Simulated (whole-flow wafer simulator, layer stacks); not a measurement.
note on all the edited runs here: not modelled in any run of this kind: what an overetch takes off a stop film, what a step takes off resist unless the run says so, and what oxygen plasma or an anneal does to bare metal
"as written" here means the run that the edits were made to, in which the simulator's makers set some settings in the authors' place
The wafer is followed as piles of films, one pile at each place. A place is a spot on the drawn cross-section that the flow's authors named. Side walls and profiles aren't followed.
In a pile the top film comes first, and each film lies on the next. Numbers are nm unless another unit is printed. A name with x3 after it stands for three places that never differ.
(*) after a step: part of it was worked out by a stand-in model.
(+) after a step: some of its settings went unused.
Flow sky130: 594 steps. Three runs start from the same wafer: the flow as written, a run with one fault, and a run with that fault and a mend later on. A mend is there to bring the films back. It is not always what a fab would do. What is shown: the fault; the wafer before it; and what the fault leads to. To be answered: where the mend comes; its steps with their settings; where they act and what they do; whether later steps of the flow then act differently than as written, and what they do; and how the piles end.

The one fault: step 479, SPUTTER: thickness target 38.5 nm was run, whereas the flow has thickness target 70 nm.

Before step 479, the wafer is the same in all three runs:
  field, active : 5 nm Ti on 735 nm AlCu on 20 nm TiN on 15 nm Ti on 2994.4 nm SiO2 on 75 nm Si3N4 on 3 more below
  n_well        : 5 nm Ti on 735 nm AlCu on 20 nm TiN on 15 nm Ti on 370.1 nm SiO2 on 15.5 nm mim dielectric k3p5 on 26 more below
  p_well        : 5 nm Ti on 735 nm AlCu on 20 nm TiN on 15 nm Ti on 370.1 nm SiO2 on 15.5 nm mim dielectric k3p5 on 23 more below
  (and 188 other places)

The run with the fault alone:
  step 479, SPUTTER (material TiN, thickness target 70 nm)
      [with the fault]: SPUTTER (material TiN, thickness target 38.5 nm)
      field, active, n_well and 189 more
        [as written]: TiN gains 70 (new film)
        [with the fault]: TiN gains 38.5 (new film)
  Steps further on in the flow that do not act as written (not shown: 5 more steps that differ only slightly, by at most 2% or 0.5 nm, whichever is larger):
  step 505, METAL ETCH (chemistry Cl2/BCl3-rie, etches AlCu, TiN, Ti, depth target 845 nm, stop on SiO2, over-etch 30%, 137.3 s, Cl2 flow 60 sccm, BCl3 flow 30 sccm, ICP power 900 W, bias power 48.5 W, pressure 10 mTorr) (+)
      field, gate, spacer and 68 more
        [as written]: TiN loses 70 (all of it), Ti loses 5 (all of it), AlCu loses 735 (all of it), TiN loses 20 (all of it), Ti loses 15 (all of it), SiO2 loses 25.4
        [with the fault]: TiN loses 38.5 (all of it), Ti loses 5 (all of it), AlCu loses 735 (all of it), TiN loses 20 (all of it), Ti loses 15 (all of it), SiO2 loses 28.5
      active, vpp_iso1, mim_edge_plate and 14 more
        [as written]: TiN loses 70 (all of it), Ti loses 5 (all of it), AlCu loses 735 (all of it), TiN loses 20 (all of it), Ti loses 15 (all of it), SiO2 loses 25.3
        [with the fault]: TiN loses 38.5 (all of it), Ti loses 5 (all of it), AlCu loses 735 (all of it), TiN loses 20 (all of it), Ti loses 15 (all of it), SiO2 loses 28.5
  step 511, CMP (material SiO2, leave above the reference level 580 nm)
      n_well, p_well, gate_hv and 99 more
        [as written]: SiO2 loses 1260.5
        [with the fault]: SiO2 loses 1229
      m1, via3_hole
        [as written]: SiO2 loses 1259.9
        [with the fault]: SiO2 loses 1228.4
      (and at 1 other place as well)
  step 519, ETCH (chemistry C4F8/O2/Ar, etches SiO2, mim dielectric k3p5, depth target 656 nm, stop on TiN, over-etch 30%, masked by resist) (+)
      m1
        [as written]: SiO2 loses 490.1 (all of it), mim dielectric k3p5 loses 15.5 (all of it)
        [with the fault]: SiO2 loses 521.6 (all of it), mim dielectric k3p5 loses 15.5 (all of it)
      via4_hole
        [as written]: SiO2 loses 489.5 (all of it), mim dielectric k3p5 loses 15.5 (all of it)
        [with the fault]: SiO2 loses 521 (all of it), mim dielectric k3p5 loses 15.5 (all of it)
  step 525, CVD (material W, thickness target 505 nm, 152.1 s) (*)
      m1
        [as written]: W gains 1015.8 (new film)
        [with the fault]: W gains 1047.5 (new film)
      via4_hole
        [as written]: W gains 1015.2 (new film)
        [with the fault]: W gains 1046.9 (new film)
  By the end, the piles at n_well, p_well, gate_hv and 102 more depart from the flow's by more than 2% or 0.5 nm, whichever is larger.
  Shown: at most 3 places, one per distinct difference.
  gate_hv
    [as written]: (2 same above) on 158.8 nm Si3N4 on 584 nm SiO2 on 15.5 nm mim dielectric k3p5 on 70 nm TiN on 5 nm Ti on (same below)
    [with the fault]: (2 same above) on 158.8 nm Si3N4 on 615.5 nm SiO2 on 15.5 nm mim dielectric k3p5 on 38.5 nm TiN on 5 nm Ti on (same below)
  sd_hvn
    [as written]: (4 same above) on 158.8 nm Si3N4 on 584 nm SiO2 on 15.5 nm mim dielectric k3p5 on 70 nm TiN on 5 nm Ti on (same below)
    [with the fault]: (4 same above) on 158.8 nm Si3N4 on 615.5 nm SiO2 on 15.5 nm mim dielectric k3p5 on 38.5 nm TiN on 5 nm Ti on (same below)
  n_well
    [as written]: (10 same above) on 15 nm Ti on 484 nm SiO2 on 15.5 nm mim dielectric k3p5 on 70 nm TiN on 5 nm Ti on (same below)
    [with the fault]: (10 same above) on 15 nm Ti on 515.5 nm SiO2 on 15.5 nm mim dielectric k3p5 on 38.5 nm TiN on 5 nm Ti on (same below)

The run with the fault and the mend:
  After step 479 comes the mend.
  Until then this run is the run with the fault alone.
  step 479a, SPUTTER (material TiN, thickness target 31.5 nm) (the flow's step 479, run once more with other settings)
      field, active, n_well and 189 more
        TiN gains 31.5
  None of the later steps of the flow acts differently than as written at any place that is followed.
  The piles end the same as the flow's at every place that both follow.
